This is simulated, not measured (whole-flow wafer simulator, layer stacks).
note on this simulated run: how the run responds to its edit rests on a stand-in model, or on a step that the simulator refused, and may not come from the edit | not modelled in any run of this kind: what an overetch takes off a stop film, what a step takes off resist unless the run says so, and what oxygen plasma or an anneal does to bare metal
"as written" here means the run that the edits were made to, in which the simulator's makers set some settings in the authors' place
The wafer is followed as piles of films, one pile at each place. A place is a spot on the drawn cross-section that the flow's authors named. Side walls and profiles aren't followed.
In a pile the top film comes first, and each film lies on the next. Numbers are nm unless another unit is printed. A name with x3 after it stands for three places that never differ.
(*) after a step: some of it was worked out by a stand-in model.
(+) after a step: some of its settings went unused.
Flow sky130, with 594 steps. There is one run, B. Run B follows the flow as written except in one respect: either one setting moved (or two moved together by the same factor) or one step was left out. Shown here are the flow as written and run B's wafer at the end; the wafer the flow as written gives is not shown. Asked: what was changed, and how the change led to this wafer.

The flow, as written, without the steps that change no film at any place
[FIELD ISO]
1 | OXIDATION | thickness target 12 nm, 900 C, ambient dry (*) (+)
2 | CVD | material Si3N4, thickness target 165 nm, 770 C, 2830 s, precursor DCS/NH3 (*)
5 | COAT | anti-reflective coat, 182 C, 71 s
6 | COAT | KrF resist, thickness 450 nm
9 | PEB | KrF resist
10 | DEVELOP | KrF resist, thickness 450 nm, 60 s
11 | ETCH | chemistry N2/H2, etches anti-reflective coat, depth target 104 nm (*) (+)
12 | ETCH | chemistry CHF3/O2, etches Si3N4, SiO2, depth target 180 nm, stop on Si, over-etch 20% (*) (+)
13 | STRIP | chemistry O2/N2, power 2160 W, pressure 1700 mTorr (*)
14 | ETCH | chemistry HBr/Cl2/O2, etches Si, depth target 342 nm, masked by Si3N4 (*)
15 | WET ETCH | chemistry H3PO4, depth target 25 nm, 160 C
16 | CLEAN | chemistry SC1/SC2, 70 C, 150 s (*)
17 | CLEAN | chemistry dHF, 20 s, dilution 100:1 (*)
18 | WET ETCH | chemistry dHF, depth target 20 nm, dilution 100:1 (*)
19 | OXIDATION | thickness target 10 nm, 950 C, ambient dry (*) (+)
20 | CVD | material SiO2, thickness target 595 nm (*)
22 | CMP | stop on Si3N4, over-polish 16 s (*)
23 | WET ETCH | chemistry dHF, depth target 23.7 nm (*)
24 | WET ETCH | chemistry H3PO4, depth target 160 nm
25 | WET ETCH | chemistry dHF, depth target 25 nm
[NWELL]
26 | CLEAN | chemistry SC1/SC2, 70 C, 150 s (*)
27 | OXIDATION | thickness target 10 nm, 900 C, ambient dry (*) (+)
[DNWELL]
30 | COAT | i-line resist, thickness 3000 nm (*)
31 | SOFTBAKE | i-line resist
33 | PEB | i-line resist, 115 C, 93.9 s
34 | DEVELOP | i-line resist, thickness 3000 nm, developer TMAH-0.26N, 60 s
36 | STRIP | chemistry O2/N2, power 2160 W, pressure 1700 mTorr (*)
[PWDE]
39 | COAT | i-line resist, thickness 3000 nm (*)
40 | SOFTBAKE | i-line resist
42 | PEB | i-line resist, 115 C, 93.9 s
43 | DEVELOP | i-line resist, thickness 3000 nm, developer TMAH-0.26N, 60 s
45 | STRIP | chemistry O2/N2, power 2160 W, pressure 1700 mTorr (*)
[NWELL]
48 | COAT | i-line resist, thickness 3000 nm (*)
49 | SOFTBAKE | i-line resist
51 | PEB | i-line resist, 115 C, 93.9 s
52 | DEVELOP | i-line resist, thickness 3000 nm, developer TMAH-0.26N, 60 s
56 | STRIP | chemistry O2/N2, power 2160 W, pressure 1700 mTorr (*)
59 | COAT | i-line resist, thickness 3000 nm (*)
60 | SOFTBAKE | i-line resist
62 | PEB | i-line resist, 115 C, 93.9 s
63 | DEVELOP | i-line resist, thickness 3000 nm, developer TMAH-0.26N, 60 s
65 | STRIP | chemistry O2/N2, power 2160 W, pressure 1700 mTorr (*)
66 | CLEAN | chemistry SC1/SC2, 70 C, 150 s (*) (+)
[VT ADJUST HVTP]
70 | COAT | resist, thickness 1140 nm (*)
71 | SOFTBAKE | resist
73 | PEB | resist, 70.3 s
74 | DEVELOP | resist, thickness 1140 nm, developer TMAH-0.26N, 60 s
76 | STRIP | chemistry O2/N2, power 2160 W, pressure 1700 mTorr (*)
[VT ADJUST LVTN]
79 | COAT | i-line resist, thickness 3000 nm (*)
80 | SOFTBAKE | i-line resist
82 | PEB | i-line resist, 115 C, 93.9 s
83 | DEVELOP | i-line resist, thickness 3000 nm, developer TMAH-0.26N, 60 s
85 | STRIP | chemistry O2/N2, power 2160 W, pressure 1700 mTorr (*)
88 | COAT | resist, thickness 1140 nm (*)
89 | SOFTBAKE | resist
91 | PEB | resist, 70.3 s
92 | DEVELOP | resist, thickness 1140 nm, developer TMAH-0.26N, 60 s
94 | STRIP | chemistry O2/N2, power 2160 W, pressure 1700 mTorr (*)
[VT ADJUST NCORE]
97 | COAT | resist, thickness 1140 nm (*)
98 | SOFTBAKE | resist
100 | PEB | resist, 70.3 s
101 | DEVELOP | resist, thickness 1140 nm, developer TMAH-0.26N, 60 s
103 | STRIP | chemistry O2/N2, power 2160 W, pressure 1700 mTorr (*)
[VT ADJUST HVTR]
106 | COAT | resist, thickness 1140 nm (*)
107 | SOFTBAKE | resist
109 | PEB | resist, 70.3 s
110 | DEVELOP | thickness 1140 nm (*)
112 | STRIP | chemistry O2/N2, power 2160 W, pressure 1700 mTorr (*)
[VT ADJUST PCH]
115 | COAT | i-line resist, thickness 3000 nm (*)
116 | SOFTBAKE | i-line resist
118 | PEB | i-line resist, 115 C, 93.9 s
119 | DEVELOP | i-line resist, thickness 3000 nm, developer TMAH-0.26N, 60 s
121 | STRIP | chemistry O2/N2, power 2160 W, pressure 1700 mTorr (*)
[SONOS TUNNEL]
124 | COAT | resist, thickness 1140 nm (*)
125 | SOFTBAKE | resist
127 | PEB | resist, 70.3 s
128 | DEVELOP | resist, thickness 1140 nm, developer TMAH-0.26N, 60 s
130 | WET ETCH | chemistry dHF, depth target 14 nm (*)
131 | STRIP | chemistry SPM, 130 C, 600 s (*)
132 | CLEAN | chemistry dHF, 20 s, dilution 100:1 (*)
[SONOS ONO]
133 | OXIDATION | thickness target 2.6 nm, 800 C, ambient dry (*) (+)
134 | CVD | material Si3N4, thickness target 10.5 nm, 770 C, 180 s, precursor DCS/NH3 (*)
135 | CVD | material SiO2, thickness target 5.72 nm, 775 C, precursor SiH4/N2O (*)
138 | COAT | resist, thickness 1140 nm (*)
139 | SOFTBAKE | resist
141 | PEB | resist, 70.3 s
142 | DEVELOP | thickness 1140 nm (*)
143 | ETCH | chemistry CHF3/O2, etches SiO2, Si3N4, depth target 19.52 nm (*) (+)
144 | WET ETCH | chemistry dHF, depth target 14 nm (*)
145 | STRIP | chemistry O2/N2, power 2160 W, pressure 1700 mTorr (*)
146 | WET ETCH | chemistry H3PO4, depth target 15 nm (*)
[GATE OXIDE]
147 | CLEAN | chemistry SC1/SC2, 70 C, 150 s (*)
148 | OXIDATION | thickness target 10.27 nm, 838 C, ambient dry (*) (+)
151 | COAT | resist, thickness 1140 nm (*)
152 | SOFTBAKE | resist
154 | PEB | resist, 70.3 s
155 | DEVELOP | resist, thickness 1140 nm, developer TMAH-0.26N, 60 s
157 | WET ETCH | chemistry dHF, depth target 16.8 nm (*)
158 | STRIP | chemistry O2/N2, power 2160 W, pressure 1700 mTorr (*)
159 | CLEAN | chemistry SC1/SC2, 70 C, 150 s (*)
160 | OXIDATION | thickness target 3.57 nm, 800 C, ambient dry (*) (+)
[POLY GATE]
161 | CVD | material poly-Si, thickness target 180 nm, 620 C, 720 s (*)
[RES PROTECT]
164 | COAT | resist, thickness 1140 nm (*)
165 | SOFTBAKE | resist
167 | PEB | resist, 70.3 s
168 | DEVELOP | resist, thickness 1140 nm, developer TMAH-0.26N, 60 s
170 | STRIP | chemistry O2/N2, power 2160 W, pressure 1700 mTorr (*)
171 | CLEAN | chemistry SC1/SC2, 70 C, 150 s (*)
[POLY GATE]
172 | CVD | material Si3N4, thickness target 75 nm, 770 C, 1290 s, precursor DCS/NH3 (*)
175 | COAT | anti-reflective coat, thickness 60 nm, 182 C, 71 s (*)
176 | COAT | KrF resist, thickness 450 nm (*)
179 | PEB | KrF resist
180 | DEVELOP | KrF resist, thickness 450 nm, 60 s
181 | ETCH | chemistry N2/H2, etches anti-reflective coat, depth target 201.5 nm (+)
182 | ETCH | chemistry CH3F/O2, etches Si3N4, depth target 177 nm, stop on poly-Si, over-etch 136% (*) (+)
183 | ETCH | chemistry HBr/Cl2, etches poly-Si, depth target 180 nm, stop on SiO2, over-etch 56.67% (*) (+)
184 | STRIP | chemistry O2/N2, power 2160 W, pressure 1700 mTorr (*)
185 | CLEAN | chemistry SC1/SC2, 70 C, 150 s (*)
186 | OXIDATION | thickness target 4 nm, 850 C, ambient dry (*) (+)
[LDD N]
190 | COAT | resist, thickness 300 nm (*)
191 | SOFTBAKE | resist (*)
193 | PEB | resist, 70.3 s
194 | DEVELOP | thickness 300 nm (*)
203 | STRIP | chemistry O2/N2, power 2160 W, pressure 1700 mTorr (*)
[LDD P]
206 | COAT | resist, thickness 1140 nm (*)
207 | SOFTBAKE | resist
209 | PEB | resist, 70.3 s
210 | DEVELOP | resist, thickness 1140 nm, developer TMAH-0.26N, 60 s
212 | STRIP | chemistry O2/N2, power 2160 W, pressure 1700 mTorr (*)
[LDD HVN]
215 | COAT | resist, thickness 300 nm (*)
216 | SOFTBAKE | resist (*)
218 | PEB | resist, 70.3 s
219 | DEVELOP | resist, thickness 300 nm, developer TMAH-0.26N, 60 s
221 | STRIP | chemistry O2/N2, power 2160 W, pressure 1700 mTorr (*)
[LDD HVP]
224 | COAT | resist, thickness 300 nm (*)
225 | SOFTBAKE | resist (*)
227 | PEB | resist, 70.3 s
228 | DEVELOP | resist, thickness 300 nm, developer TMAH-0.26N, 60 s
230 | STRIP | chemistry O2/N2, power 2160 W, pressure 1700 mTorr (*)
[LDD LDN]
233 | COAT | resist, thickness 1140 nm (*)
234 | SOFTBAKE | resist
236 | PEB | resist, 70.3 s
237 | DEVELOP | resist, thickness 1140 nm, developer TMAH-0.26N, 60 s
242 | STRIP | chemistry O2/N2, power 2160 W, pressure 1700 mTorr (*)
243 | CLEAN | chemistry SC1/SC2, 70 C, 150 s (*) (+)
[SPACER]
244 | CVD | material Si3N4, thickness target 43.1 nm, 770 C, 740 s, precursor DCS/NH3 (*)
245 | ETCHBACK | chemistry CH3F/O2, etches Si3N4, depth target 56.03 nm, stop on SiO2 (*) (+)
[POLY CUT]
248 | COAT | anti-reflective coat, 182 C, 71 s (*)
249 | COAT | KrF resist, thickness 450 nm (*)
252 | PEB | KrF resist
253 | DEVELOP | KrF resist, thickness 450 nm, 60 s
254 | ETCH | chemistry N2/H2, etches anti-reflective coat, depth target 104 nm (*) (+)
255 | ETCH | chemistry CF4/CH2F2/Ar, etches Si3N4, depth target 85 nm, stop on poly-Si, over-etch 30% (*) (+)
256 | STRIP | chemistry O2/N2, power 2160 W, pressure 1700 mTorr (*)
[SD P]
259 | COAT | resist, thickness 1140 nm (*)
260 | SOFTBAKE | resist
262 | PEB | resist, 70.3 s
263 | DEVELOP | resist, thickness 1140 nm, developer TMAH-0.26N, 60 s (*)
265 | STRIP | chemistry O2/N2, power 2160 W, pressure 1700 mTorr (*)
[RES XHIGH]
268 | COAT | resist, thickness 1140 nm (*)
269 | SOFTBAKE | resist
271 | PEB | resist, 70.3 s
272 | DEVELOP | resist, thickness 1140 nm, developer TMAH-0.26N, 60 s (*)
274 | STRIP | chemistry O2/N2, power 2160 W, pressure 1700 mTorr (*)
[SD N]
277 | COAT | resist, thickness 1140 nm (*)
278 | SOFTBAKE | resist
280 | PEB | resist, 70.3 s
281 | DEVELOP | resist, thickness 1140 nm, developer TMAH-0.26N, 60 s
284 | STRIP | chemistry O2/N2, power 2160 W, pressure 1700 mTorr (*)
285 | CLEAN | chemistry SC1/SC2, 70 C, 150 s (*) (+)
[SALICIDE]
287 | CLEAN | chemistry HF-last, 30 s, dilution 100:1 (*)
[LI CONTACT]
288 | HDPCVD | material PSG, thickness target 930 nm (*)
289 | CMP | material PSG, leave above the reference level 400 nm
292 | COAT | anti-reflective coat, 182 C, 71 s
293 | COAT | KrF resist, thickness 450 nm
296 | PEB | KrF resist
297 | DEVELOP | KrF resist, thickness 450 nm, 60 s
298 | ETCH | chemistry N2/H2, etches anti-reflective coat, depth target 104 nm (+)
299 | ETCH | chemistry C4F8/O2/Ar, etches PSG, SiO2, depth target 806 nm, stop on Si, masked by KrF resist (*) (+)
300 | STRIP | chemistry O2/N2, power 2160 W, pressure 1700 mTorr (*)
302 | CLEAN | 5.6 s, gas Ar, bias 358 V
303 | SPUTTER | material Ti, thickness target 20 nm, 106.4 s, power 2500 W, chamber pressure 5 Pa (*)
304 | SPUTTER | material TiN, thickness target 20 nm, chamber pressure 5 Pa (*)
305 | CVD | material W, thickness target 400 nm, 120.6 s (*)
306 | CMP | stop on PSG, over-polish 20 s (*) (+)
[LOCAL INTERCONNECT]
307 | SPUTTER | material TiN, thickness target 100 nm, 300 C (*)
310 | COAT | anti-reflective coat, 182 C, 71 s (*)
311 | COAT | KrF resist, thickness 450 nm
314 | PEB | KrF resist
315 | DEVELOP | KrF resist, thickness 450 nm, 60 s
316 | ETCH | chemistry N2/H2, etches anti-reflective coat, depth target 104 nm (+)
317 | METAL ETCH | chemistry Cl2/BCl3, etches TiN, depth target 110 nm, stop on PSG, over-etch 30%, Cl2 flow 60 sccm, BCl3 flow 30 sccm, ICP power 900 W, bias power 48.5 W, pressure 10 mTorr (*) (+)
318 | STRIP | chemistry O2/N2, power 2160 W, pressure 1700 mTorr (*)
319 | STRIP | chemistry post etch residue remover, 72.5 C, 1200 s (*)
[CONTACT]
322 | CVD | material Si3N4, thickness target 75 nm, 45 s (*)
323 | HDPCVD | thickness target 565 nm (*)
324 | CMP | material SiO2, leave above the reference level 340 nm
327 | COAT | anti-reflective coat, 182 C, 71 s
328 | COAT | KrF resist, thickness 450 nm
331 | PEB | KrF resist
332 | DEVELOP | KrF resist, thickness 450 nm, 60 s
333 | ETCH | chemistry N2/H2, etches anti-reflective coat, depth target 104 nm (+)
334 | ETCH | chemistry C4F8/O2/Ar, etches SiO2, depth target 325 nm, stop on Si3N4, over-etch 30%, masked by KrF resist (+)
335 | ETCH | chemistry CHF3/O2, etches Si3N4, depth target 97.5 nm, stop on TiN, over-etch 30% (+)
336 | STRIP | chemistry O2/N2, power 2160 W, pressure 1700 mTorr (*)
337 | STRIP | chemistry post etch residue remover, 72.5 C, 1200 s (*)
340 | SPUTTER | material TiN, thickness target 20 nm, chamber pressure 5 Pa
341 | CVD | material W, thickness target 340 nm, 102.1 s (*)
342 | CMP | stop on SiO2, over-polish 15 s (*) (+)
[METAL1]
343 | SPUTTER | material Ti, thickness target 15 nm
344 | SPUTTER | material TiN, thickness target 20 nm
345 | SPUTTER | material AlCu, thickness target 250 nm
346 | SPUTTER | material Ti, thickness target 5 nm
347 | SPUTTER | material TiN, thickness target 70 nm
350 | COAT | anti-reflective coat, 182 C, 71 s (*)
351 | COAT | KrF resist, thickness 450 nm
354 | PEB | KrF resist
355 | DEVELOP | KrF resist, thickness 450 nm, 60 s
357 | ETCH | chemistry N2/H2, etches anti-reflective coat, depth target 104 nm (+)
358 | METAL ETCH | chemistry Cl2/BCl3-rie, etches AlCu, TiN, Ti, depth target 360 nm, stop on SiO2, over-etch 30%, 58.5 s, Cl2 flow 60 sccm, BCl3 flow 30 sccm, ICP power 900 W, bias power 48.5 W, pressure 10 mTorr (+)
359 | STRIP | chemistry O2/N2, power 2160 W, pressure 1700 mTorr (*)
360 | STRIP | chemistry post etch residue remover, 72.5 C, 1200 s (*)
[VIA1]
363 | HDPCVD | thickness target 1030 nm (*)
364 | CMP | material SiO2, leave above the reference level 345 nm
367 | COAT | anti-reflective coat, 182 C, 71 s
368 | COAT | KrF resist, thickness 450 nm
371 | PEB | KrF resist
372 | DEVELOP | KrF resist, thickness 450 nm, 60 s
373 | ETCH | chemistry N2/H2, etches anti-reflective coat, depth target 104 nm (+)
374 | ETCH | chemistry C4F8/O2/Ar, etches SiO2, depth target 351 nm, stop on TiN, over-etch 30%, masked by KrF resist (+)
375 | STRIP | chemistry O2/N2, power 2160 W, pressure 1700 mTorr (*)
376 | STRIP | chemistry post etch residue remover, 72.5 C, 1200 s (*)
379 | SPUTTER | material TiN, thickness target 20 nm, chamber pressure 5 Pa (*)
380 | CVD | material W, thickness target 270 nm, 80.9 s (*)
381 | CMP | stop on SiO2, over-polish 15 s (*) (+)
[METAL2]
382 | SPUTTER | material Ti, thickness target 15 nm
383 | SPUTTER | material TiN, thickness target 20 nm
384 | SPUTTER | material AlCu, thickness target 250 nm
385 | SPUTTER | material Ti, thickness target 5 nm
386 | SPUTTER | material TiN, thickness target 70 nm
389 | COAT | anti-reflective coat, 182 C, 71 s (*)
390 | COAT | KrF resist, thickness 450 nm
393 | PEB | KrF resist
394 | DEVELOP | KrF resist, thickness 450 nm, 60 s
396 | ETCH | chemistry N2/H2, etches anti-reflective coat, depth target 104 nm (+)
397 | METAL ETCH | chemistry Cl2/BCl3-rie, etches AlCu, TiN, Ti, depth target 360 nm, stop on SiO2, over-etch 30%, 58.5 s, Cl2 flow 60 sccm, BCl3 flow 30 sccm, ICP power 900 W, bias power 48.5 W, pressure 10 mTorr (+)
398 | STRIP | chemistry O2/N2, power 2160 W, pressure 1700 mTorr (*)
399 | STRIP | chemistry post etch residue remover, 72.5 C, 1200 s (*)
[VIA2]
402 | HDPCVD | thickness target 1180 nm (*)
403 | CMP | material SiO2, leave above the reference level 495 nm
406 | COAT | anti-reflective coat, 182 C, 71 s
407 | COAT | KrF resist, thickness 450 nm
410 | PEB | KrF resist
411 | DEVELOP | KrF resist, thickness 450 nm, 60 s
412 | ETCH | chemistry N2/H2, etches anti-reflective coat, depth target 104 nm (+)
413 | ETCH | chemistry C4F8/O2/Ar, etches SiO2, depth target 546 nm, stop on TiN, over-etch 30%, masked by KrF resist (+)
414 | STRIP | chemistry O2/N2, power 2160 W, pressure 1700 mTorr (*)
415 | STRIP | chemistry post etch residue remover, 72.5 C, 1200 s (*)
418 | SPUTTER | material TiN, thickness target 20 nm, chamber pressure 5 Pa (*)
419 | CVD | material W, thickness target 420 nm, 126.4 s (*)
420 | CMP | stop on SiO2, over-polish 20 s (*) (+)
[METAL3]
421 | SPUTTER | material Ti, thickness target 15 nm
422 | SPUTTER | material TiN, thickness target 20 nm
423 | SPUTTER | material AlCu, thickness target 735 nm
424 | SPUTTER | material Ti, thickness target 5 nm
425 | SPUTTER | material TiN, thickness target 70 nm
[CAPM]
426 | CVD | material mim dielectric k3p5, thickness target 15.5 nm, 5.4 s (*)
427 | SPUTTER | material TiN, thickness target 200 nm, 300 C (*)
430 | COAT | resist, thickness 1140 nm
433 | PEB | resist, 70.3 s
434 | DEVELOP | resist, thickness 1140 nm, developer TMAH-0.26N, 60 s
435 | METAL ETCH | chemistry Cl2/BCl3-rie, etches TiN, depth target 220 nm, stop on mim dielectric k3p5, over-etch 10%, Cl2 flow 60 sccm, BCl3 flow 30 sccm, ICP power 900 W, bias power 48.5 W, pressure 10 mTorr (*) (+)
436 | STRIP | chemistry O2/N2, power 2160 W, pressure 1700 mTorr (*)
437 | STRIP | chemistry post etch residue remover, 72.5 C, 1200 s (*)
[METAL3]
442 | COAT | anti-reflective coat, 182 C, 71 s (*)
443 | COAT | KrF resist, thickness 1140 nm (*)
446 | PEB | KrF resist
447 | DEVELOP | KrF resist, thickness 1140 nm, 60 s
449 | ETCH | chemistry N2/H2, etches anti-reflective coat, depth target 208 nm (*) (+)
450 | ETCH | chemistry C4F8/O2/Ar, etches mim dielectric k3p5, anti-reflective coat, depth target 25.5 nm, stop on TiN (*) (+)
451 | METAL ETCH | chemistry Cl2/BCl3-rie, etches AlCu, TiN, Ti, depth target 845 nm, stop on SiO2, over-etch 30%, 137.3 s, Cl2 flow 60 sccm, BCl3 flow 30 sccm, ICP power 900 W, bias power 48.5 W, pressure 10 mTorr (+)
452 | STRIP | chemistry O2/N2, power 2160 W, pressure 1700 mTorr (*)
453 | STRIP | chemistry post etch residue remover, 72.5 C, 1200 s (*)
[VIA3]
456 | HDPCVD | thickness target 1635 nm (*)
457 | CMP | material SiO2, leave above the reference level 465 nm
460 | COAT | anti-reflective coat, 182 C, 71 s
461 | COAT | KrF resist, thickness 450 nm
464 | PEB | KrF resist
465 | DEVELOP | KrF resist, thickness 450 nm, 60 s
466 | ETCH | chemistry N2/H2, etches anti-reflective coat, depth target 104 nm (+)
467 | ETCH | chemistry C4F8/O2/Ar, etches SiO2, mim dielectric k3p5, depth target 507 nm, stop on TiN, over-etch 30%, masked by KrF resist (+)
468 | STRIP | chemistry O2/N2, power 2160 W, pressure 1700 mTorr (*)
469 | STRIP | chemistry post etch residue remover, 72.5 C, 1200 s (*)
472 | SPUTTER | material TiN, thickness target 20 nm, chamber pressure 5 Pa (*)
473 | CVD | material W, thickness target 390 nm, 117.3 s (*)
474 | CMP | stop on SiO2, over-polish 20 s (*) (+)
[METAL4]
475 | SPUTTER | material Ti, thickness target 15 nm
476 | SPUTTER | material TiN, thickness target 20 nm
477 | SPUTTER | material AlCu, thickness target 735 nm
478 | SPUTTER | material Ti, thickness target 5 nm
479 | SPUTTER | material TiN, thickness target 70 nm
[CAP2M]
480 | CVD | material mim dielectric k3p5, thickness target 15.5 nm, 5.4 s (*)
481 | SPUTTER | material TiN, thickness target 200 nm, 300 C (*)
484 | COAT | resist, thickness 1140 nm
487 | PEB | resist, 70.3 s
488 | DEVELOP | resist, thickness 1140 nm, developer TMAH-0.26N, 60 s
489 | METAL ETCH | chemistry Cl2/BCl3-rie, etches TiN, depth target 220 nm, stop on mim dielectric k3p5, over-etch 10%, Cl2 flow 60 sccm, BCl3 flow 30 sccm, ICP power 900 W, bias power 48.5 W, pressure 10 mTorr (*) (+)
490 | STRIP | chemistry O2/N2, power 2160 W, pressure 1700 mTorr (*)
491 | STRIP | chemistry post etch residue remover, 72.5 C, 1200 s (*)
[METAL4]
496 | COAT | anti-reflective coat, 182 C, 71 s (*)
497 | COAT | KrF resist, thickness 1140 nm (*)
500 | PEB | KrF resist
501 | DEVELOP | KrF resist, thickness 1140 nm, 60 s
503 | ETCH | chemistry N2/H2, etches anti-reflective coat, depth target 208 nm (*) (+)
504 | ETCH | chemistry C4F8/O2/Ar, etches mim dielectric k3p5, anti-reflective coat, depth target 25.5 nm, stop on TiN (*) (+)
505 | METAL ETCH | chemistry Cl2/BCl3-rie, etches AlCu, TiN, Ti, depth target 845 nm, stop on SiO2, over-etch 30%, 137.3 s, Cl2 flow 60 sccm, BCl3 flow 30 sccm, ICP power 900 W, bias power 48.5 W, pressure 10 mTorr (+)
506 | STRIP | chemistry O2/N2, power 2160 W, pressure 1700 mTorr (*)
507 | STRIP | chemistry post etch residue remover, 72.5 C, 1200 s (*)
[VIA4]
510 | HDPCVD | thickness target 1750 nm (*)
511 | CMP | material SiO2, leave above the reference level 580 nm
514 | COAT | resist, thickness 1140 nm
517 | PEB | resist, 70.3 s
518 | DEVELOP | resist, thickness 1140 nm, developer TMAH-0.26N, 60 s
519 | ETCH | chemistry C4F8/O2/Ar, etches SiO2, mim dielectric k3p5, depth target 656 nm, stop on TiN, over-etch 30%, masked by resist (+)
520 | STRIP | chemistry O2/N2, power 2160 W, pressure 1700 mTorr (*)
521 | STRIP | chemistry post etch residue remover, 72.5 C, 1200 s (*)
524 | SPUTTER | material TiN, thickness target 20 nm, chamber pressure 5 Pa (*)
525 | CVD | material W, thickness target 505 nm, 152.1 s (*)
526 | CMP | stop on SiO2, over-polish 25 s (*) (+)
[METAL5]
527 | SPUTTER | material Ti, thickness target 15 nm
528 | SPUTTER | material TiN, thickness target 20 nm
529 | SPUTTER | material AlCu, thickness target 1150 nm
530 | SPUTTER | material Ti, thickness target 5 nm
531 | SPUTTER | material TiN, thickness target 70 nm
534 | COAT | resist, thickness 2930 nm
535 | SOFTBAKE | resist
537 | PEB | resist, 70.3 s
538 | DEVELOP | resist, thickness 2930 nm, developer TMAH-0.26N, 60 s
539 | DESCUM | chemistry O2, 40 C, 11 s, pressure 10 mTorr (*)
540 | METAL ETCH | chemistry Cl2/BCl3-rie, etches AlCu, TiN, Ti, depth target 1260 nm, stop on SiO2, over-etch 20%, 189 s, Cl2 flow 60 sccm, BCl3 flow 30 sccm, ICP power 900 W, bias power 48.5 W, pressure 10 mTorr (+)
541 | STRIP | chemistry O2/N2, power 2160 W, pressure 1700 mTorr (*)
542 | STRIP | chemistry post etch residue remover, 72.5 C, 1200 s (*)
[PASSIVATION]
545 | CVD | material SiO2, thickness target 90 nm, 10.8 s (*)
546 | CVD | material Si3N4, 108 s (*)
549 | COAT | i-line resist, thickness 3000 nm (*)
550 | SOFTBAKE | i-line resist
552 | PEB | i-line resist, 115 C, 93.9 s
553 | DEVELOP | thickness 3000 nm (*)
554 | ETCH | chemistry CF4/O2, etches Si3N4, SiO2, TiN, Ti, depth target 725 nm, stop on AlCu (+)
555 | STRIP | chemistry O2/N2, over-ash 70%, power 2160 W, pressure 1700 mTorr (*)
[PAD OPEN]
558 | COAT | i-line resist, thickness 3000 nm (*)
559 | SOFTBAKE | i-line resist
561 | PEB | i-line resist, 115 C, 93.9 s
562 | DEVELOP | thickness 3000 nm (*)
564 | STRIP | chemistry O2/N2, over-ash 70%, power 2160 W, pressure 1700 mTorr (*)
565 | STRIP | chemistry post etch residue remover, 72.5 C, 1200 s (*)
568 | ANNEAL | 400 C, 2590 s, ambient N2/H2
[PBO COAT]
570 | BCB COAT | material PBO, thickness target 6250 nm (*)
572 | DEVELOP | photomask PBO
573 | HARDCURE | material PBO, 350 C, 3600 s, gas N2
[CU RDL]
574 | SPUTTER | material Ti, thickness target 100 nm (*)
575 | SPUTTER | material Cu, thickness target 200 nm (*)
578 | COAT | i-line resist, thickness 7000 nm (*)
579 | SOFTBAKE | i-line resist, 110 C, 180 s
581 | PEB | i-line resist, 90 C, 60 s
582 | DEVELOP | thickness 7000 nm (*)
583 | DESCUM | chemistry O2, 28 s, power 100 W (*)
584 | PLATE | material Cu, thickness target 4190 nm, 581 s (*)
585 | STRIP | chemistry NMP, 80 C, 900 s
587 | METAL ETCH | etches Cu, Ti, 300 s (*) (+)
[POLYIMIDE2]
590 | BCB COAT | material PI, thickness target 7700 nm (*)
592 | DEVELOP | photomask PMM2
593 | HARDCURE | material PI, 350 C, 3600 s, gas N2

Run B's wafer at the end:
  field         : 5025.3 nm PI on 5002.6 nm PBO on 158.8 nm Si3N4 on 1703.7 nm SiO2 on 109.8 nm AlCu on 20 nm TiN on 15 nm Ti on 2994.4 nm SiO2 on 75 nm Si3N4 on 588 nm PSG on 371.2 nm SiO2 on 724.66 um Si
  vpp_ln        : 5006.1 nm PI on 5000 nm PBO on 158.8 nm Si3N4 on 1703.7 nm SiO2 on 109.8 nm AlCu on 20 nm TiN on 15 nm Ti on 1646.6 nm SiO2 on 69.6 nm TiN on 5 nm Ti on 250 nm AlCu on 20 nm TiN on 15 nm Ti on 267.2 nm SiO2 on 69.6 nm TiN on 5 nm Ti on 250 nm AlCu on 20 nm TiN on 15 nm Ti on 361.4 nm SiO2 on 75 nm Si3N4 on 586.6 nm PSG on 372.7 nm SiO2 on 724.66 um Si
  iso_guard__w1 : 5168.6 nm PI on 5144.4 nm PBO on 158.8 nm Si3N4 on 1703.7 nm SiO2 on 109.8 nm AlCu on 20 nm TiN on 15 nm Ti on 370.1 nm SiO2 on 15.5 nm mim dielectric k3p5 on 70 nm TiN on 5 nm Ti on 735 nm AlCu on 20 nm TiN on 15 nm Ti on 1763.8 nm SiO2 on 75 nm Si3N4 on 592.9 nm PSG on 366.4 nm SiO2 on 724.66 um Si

What caused this: step 477, SPUTTER: thickness target 1139 nm was run, while the flow as written has thickness target 735 nm.

The path from the change to this, step by step:
  477 | SPUTTER | material AlCu, thickness target 735 nm
      field, active, n_well and 189 more: +1139 AlCu (new film) (as written it would have been: +735 AlCu (new film))
  505 | METAL ETCH | chemistry Cl2/BCl3-rie, etches AlCu, TiN, Ti, depth target 845 nm, stop on SiO2, over-etch 30%, 137.3 s, Cl2 flow 60 sccm, BCl3 flow 30 sccm, ICP power 900 W, bias power 48.5 W, pressure 10 mTorr (+)
      field, gate, spacer and 68 more: -70 TiN (all of it), -5 Ti (all of it), -1023.5 AlCu (as written it would have been: -70 TiN (all of it), -5 Ti (all of it), -735 AlCu (all of it), -20 TiN (all of it), -15 Ti (all of it), -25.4 SiO2)
      active, vpp_iso1, mim_edge_plate and 14 more: -70 TiN (all of it), -5 Ti (all of it), -1023.5 AlCu (as written it would have been: -70 TiN (all of it), -5 Ti (all of it), -735 AlCu (all of it), -20 TiN (all of it), -15 Ti (all of it), -25.3 SiO2)
  507 | STRIP | chemistry post etch residue remover, 72.5 C, 1200 s (*)
      field, active, gate and 85 more: -5.72 AlCu (as written it would have been: nothing)
  510 | HDPCVD | thickness target 1750 nm (*)
      field, active, gate and 85 more: +1750 SiO2 (new film) (as written it would have been: +1750 SiO2)
  511 | CMP | material SiO2, leave above the reference level 580 nm
      field, active, gate and 77 more: -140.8 SiO2 (as written it would have been: -374.7 SiO2)
      iso_guard__w1, mim_edge_gap, vpp_l1ln, vpp_m3ln, rpm_encl, via2_enc, rpm_encl_psd, iso_guard_nsd_tip: -140.8 SiO2 (as written it would have been: -374.6 SiO2)
Taking metal films that touch as one body, field has 1 body; the flow as written gives 0 bodies.
Taking metal films that touch as one body, vpp_ln has 3 bodies (between them, from the top down: SiO2 1646.6; SiO2 267.2); the flow as written gives 2 bodies (between them, from the top down: SiO2 267.2).
Taking metal films that touch as one body, iso_guard__w1 has 2 bodies (between them, from the top down: SiO2 370.1 / mim dielectric k3p5 15.5); the flow as written gives 1 body.
